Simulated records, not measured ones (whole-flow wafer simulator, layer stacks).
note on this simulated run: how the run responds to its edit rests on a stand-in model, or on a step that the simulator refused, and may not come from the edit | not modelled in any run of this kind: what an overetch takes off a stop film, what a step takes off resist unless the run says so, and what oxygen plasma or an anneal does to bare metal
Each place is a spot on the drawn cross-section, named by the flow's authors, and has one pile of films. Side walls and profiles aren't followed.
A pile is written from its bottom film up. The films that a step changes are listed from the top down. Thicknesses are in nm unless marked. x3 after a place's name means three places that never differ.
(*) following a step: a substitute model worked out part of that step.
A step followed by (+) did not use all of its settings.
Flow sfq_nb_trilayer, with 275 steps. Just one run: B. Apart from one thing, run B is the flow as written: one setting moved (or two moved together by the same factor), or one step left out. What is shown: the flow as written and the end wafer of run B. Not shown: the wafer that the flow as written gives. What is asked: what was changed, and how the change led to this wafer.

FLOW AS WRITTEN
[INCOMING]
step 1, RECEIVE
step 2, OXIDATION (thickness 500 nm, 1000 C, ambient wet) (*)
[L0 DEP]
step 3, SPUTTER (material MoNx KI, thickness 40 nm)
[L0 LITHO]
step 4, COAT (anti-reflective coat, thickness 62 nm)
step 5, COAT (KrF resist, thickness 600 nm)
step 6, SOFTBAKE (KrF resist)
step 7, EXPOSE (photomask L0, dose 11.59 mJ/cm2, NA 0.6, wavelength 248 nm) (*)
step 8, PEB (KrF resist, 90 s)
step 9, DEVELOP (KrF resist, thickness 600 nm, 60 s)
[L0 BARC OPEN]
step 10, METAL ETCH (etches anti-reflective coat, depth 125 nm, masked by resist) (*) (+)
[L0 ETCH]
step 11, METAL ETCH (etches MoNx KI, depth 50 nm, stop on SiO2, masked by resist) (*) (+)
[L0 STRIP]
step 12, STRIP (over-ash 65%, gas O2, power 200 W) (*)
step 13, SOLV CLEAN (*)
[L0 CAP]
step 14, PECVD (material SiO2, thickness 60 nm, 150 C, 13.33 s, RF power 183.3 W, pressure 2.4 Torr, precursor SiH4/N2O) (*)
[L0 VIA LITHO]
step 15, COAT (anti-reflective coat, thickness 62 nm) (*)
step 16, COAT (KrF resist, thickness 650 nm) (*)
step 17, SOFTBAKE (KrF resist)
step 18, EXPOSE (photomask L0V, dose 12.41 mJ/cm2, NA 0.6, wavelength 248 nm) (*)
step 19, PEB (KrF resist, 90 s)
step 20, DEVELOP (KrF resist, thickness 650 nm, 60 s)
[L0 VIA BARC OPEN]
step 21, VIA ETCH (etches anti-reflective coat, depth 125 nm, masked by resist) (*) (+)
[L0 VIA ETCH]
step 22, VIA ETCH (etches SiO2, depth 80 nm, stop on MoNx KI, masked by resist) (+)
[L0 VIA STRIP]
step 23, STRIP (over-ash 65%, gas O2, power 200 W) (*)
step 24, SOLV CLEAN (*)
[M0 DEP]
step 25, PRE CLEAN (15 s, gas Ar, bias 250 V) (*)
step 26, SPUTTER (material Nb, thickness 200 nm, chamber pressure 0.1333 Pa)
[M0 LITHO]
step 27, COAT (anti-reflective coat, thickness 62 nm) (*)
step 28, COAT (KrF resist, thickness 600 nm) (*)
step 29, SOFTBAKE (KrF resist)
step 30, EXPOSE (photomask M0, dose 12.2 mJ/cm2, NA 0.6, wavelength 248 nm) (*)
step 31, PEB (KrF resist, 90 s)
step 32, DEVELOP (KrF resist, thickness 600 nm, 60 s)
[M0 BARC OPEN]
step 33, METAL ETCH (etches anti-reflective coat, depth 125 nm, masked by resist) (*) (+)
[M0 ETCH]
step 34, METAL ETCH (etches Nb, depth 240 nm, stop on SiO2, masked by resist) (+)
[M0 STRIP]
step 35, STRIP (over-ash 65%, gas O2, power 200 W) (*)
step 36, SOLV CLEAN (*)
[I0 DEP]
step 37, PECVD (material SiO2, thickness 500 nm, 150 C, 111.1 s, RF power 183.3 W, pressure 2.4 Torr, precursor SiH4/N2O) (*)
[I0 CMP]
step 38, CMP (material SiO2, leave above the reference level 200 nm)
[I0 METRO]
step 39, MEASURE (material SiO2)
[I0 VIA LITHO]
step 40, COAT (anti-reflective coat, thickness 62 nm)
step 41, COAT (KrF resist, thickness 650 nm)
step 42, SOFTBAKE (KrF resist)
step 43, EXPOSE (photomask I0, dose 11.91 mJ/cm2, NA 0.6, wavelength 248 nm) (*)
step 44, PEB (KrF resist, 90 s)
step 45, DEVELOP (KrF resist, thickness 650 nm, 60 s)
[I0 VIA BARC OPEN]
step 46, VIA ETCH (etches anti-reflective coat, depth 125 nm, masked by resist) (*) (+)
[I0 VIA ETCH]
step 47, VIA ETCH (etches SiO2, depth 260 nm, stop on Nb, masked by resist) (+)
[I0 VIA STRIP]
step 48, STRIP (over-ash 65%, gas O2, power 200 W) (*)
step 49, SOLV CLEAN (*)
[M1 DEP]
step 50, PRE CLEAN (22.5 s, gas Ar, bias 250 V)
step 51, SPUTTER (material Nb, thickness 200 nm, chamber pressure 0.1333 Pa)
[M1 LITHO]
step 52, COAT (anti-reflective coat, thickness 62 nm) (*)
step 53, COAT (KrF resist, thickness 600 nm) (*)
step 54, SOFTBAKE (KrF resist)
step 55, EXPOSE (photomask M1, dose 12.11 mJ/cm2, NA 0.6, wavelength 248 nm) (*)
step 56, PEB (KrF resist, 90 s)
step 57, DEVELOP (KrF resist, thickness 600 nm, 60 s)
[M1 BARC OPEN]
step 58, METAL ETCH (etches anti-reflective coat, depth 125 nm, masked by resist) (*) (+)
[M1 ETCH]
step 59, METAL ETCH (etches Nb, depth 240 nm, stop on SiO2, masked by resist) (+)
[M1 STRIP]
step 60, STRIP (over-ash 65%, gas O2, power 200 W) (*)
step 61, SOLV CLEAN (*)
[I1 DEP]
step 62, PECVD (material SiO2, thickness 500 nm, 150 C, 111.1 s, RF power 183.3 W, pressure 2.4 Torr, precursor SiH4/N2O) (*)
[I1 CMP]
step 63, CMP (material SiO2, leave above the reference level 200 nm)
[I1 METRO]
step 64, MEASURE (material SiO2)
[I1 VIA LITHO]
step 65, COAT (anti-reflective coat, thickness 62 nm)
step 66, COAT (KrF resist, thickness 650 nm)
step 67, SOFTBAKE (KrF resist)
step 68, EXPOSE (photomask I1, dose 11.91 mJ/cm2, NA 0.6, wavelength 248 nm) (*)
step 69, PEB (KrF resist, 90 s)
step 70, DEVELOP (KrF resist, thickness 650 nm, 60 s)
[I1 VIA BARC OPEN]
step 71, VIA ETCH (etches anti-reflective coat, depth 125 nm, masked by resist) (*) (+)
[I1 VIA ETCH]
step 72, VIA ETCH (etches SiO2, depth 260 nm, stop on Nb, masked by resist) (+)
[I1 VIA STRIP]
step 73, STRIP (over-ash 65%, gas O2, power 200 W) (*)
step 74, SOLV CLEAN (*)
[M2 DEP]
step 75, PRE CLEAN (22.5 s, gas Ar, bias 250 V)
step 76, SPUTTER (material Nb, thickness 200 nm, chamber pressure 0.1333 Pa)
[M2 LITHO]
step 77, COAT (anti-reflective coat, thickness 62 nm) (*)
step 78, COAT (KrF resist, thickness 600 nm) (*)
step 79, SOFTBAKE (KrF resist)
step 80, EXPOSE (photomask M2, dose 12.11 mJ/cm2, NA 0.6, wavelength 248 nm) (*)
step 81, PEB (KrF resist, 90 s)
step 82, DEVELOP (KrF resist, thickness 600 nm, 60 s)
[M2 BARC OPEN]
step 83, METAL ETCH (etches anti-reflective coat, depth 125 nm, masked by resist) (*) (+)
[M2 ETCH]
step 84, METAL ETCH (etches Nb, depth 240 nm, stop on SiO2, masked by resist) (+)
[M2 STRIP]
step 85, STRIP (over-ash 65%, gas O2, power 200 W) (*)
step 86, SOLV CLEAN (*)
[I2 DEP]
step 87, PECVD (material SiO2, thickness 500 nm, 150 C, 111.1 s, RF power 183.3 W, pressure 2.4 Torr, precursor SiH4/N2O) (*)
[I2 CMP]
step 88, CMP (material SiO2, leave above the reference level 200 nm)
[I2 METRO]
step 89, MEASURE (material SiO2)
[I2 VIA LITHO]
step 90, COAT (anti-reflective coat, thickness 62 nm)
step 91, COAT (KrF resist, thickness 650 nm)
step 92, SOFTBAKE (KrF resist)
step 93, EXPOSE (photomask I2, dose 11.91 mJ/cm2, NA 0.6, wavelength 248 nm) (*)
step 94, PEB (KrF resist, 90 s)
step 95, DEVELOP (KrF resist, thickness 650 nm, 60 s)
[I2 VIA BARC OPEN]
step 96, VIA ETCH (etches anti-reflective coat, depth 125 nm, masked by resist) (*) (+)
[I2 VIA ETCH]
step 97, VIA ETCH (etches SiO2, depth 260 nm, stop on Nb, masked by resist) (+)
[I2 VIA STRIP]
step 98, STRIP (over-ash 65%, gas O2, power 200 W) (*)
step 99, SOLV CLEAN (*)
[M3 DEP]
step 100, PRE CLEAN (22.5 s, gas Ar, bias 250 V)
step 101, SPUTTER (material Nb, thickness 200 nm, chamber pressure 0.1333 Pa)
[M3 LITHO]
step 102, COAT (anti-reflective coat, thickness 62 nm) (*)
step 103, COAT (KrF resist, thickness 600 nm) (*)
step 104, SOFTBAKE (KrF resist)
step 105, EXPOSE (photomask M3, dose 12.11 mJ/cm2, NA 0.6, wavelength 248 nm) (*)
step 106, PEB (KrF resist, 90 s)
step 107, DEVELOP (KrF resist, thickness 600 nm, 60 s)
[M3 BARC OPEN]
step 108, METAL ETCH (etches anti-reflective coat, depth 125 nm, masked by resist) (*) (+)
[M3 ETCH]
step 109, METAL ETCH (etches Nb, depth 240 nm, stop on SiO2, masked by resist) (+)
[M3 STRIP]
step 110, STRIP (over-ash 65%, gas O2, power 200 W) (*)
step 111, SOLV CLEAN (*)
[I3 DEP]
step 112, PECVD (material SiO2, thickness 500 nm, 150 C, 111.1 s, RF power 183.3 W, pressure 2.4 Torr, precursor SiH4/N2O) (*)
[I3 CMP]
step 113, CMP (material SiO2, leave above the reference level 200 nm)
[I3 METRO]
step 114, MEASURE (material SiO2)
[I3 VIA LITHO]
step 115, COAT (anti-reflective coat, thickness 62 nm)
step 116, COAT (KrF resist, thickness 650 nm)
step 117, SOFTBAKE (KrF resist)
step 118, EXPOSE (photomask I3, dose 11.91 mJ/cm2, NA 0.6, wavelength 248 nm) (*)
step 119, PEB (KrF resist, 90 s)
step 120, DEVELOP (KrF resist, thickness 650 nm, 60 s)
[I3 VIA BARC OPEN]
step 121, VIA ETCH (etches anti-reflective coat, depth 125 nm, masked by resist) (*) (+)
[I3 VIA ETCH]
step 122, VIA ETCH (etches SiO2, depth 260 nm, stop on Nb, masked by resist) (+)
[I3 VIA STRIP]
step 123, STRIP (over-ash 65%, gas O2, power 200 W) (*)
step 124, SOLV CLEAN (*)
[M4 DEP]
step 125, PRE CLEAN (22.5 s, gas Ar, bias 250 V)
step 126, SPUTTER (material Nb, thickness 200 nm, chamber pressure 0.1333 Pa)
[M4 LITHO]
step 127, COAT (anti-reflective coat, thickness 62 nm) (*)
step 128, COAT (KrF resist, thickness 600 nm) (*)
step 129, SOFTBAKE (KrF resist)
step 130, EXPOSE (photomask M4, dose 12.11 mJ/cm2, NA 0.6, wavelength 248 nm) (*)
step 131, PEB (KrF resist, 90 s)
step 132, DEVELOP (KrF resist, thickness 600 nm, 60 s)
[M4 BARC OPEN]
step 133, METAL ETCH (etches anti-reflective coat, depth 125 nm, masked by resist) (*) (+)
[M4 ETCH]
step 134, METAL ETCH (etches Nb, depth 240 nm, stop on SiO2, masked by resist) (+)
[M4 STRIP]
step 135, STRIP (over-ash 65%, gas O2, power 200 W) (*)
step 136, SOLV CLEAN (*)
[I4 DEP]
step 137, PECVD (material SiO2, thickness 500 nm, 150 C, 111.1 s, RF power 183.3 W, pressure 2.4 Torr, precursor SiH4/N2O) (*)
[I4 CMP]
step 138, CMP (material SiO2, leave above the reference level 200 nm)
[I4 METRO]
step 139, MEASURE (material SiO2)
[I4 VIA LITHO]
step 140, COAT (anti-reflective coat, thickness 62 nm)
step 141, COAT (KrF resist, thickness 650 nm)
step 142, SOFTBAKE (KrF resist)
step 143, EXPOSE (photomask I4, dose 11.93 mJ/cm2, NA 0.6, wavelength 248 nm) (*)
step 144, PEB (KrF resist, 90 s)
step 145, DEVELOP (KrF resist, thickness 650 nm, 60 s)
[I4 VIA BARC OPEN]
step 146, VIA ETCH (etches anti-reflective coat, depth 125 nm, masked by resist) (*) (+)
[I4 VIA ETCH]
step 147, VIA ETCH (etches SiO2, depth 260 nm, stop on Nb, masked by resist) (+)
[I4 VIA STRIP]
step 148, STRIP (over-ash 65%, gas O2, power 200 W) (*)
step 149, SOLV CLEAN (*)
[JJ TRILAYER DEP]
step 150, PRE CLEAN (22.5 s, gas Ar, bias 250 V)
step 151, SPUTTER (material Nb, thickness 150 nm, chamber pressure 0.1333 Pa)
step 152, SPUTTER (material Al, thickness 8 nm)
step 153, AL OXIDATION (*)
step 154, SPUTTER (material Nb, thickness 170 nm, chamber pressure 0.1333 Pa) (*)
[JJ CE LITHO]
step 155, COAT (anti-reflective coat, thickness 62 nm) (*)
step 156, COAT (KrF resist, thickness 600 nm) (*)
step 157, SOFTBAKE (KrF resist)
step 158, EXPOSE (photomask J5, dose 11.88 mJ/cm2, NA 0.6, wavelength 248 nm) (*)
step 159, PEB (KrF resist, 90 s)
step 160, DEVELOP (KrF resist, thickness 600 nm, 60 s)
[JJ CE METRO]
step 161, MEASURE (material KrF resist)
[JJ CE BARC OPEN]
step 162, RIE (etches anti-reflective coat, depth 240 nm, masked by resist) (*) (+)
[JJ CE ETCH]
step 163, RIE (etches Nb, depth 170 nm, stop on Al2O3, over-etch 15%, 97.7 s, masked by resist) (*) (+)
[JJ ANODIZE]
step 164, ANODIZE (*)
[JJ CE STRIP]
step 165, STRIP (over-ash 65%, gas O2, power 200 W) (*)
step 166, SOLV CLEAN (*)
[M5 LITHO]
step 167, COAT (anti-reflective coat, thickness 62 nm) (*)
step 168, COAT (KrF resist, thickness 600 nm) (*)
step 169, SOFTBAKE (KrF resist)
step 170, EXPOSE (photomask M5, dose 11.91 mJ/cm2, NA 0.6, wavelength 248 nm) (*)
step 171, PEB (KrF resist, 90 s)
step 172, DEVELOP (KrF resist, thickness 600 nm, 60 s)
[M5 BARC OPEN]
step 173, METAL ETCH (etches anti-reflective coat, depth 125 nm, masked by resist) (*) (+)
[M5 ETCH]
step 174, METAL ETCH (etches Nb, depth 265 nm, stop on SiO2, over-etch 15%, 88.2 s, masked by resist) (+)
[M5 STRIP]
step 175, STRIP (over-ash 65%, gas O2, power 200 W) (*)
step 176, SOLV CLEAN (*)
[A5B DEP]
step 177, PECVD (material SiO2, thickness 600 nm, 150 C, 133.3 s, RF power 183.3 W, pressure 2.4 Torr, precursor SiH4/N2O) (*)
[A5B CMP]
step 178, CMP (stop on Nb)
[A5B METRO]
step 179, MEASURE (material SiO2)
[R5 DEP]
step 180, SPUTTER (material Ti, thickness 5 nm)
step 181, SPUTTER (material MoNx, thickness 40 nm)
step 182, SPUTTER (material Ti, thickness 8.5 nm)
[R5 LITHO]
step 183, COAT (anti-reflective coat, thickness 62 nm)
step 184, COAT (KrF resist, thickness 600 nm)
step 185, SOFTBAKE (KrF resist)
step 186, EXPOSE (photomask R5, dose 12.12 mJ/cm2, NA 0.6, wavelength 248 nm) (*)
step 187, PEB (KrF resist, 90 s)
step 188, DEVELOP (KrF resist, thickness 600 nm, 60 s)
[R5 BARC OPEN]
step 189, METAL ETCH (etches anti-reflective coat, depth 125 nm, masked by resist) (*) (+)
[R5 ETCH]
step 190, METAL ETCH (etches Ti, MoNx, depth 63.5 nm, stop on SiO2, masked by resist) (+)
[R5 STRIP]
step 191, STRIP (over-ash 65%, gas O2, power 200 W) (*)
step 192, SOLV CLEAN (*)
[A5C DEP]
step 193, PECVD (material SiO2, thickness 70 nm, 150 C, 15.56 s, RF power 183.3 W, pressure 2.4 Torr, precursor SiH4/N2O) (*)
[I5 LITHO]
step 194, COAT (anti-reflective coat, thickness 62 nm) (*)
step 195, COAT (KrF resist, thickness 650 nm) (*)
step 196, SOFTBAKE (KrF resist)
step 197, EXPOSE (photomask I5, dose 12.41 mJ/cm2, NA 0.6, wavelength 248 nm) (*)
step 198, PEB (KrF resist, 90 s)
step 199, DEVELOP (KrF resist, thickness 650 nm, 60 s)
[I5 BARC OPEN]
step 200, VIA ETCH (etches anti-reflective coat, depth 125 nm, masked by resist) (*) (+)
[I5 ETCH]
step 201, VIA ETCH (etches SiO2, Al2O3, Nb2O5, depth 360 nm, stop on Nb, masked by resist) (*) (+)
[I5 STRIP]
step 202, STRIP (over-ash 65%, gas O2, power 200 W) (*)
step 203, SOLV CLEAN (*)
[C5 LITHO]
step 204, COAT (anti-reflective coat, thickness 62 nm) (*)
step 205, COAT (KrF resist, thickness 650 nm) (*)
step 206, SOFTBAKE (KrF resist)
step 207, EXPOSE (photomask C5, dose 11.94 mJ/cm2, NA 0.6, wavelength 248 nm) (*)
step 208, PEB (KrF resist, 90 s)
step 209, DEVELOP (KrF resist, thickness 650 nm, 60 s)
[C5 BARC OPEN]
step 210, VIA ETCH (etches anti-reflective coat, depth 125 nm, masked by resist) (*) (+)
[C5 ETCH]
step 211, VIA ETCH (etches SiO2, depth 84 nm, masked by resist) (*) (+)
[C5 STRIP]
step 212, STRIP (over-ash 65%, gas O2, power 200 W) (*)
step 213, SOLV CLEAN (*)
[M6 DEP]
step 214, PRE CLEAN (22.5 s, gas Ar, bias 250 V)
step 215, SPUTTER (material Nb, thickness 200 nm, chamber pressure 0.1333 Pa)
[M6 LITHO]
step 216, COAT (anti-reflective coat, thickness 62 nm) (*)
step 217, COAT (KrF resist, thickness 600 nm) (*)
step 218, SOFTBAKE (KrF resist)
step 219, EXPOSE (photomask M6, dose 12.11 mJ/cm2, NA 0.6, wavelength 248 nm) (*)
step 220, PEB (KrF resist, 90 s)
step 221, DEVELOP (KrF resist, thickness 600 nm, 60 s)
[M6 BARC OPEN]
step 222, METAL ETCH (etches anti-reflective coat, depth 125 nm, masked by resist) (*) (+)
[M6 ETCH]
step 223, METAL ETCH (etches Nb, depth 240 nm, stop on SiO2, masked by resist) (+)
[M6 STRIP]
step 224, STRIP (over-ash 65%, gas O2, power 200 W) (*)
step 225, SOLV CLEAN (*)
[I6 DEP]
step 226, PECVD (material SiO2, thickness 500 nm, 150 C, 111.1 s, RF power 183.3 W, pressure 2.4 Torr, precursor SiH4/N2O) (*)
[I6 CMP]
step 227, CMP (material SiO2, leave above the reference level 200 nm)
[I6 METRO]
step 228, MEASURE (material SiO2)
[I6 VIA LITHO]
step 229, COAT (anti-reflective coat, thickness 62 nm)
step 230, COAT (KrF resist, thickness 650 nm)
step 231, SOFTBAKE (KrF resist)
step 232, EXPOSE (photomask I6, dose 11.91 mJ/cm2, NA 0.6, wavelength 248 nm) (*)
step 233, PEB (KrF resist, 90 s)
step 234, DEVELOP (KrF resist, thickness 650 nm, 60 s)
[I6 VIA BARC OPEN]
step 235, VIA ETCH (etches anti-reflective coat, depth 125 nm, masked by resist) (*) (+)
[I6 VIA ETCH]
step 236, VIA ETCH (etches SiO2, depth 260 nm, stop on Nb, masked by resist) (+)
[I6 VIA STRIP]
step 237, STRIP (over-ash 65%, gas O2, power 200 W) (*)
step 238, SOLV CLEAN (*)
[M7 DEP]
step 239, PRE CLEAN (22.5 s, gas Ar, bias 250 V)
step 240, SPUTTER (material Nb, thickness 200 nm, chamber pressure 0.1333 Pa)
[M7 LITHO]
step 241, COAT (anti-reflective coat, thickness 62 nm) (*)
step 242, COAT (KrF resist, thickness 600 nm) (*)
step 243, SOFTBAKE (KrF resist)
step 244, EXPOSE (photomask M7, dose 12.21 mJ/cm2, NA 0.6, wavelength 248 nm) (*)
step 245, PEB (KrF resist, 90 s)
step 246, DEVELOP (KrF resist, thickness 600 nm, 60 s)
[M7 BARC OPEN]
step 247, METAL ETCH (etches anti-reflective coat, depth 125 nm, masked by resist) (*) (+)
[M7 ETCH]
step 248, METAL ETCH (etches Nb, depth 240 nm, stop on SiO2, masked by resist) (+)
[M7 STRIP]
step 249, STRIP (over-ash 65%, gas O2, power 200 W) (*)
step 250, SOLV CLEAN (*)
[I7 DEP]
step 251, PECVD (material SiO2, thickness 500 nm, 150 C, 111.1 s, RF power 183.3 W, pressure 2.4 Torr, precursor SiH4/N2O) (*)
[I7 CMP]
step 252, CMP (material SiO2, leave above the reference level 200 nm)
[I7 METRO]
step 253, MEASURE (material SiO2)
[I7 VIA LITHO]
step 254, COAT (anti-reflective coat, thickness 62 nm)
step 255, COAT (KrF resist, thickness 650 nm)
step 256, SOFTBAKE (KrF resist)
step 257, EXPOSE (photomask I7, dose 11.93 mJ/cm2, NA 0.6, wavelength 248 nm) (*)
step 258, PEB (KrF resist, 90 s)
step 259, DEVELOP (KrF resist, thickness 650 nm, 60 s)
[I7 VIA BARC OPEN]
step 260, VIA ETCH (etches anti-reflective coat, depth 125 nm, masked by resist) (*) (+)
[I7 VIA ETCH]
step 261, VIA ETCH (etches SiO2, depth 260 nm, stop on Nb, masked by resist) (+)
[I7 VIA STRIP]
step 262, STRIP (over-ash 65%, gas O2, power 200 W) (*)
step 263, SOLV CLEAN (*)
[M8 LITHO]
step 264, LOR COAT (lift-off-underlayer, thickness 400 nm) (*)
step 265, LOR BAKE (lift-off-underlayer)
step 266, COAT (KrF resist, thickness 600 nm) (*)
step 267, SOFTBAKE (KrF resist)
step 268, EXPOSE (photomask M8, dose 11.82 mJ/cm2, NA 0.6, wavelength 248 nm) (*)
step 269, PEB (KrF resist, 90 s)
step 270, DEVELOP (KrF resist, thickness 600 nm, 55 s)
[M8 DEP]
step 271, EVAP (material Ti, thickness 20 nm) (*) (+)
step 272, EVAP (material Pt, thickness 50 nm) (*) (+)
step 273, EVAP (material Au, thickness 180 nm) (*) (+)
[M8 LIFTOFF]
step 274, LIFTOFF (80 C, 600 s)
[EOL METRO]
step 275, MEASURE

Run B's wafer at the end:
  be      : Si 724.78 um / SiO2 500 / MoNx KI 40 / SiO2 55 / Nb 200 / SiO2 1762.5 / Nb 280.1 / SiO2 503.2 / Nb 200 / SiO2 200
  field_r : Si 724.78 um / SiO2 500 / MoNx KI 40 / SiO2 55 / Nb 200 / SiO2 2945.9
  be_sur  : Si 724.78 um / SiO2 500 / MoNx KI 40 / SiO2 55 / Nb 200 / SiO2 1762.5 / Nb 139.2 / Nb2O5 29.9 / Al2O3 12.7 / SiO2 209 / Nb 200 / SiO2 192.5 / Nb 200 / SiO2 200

What caused this: step 11, METAL ETCH: etches MoNx KI, depth 50 nm, stop on SiO2, masked by resist (*) (+), was not run.

The path from the change to this, step by step:
  step 12, STRIP (over-ash 65%, gas O2, power 200 W) (*)
      field_l, l0_sur, l0v, l0r_line_l, l0r_line_c, l0r_line_r: KrF resist loses 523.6 (all of it), anti-reflective coat loses 62 (all of it) (as written it would have been: KrF resist loses 481.9 (all of it), anti-reflective coat loses 62 (all of it))
  step 14, PECVD (material SiO2, thickness 60 nm, 150 C, 13.33 s, RF power 183.3 W, pressure 2.4 Torr, precursor SiH4/N2O) (*)
      v_sur, via_wl, via_w and 97 more: SiO2 gains 60 (new film) (as written it would have been: SiO2 gains 60)
  step 15, COAT (anti-reflective coat, thickness 62 nm) (*)
      be_sur, gap, jj_sur and 8 more: anti-reflective coat gains 62 (new film) (as written it would have been: anti-reflective coat gains 63.7 (new film))
      wire, be, moat, field_r: anti-reflective coat gains 62 (new film) (as written it would have been: anti-reflective coat gains 63.8 (new film))
      (and at 18 other places as well)
  step 16, COAT (KrF resist, thickness 650 nm) (*)
      via_wl: KrF resist gains 650 (new film) (as written it would have been: KrF resist gains 664 (new film))
      l0r_space_c: KrF resist gains 650 (new film) (as written it would have been: KrF resist gains 665.9 (new film))
  step 21, VIA ETCH (etches anti-reflective coat, depth 125 nm, masked by resist) (*) (+)
      field_l, v_sur, via_wl and 102 more: KrF resist loses 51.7 (as written it would have been: KrF resist loses 50.4)
      l0v: anti-reflective coat loses 62 (all of it), SiO2 loses 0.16 (as written it would have been: anti-reflective coat loses 60.4 (all of it), SiO2 loses 0.15)
  step 23, STRIP (over-ash 65%, gas O2, power 200 W) (*)
      gap, jj_sur, ce_l, c5j, be_r, r_sur, res: KrF resist loses 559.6 (all of it), anti-reflective coat loses 62 (all of it) (as written it would have been: KrF resist loses 567.9 (all of it), anti-reflective coat loses 63.7 (all of it))
      l0r_line_l, l0r_line_c, l0r_line_r: KrF resist loses 559.6 (all of it), anti-reflective coat loses 62 (all of it) (as written it would have been: KrF resist loses 557 (all of it), anti-reflective coat loses 59 (all of it))
      (and at 22 other places as well)
  step 27, COAT (anti-reflective coat, thickness 62 nm) (*)
      gap, jj_sur, ce_l and 7 more: anti-reflective coat gains 61.9 (new film) (as written it would have been: anti-reflective coat gains 63.6 (new film))
      be, be_sur, moat, field_r, lsp_l: anti-reflective coat gains 61.9 (new film) (as written it would have been: anti-reflective coat gains 63.7 (new film))
      (and at 18 other places as well)
  step 28, COAT (KrF resist, thickness 600 nm) (*)
      via_wl: KrF resist gains 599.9 (new film) (as written it would have been: KrF resist gains 613.6 (new film))
      l0r_space_c: KrF resist gains 600 (new film) (as written it would have been: KrF resist gains 615.3 (new film))
  step 33, METAL ETCH (etches anti-reflective coat, depth 125 nm, masked by resist) (*) (+)
      moat: anti-reflective coat loses 61.9 (all of it) (as written it would have been: anti-reflective coat loses 63.7 (all of it))
  step 35, STRIP (over-ash 65%, gas O2, power 200 W) (*)
      c5j, ce_r, sp_r, be_r: KrF resist loses 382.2 (all of it), anti-reflective coat loses 61.9 (all of it) (as written it would have been: KrF resist loses 389 (all of it), anti-reflective coat loses 63.6 (all of it))
      jj_sur, ce_l: KrF resist loses 382.2 (all of it), anti-reflective coat loses 61.9 (all of it) (as written it would have been: KrF resist loses 389.1 (all of it), anti-reflective coat loses 63.6 (all of it))
      (and at 26 other places as well)
  step 38, CMP (material SiO2, leave above the reference level 200 nm)
      field_l, l0_sur, l0r_line_l, l0r_line_c, l0r_line_r: SiO2 loses 300 (as written it would have been: SiO2 loses 340)
      l0v: SiO2 loses 237.8 (as written it would have been: SiO2 loses 277.8)
If metal films that touch count as one body, be has 4 bodies (between them, from the top down: SiO2 503.2; SiO2 1762.5; SiO2 55); the flow as written gives 3 bodies (between them, from the top down: SiO2 503.2; SiO2 1762.5).
If metal films that touch count as one body, field_r has 2 bodies (between them, from the top down: SiO2 55); the flow as written gives 1 body.
If metal films that touch count as one body, be_sur has 5 bodies (between them, from the top down: SiO2 192.5; SiO2 209 / Al2O3 12.7 / Nb2O5 29.9; SiO2 1762.5; SiO2 55); the flow as written gives 4 bodies (between them, from the top down: SiO2 192.5; SiO2 209 / Al2O3 12.7 / Nb2O5 29.9; SiO2 1762.5).
